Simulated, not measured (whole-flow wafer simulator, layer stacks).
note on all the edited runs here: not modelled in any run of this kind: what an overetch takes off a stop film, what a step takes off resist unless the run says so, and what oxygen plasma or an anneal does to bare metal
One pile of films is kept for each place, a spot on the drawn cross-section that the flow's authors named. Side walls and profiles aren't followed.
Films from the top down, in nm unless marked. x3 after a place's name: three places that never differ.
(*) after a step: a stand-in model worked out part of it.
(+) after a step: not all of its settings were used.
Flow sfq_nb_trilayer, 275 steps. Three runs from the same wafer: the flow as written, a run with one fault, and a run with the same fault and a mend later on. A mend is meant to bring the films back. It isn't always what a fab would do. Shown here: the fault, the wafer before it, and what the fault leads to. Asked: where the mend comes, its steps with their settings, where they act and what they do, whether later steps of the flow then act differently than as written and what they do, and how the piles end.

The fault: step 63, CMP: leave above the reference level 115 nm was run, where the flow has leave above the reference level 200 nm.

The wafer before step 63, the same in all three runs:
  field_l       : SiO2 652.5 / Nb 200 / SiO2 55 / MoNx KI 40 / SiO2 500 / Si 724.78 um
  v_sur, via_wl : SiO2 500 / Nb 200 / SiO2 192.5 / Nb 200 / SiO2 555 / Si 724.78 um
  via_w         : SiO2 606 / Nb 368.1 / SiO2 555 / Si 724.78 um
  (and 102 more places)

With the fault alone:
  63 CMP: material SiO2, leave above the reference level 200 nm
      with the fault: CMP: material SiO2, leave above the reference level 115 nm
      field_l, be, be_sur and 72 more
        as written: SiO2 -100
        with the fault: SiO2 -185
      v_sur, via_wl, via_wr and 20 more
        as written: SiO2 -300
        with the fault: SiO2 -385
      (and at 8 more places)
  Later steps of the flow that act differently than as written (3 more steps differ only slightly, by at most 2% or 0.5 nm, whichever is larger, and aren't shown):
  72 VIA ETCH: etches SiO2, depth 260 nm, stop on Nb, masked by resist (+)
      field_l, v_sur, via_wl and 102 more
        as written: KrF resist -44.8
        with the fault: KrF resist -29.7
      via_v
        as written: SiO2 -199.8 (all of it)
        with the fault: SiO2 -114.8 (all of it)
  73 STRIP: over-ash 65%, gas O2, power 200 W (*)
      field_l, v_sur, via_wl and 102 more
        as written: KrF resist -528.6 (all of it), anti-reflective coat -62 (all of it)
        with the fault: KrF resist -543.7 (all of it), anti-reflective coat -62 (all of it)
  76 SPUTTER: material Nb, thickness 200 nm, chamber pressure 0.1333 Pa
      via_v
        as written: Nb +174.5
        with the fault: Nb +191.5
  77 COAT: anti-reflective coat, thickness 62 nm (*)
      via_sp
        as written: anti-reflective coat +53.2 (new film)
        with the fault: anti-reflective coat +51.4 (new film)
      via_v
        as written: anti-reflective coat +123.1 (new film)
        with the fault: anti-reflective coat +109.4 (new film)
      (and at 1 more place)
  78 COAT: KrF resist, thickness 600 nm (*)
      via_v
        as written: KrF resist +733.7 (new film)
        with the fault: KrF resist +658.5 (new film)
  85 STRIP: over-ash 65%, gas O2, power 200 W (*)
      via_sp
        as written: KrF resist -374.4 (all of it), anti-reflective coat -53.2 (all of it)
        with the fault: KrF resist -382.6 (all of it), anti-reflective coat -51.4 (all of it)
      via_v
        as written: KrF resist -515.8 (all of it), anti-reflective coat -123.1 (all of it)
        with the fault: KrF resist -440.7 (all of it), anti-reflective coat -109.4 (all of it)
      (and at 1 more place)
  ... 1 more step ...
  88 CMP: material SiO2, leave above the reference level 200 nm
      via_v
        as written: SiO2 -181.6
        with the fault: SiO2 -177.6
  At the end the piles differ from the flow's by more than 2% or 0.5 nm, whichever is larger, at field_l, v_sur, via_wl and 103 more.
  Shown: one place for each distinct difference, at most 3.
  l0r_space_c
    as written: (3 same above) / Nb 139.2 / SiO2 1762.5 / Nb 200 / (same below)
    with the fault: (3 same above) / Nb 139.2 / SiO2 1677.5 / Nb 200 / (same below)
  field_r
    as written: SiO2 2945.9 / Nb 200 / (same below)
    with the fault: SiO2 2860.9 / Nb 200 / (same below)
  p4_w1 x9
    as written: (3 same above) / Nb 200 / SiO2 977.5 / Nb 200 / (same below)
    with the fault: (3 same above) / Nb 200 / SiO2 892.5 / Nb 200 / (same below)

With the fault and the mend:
  The mend comes after step 70.
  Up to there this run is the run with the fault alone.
  70a STRIP: over-ash 65%, gas O2, power 200 W (*)
      field_l, v_sur, via_wl and 102 more
        KrF resist -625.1 (all of it), anti-reflective coat -62 (all of it)
      via_v
        anti-reflective coat -62 (all of it)
  70b PECVD: material SiO2, thickness 85 nm, 150 C, 18.89 s, RF power 183.3 W, pressure 2.4 Torr, precursor SiH4/N2O (the flow's step 62 once more, with other settings)
      field_l, v_sur, via_wl and 103 more
        SiO2 +85
  70c COAT: anti-reflective coat, thickness 62 nm (the flow's step 65 once more)
      field_l, v_sur, via_wl and 103 more
        anti-reflective coat +62 (new film)
  70d COAT: KrF resist, thickness 650 nm (the flow's step 66 once more)
      field_l, v_sur, via_wl and 103 more
        KrF resist +650 (new film)
  70e SOFTBAKE: KrF resist (the flow's step 67 once more)
      changes no film at any place that is followed
  70f EXPOSE: photomask I1, dose 11.91 mJ/cm2, NA 0.6, wavelength 248 nm (*) (the flow's step 68 once more)
      changes no film at any place that is followed
  70g PEB: KrF resist, 90 s (the flow's step 69 once more)
      field_l, v_sur, via_wl and 103 more
        KrF resist -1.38
  70h DEVELOP: KrF resist, thickness 650 nm, 60 s (the flow's step 70 once more)
      field_l, v_sur, via_wl and 102 more
        KrF resist -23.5
      via_v
        KrF resist -648.6 (all of it)
  No later step of the flow acts differently than as written at any place that is followed.
  At the end the piles are the same as the flow's at every place that both follow.
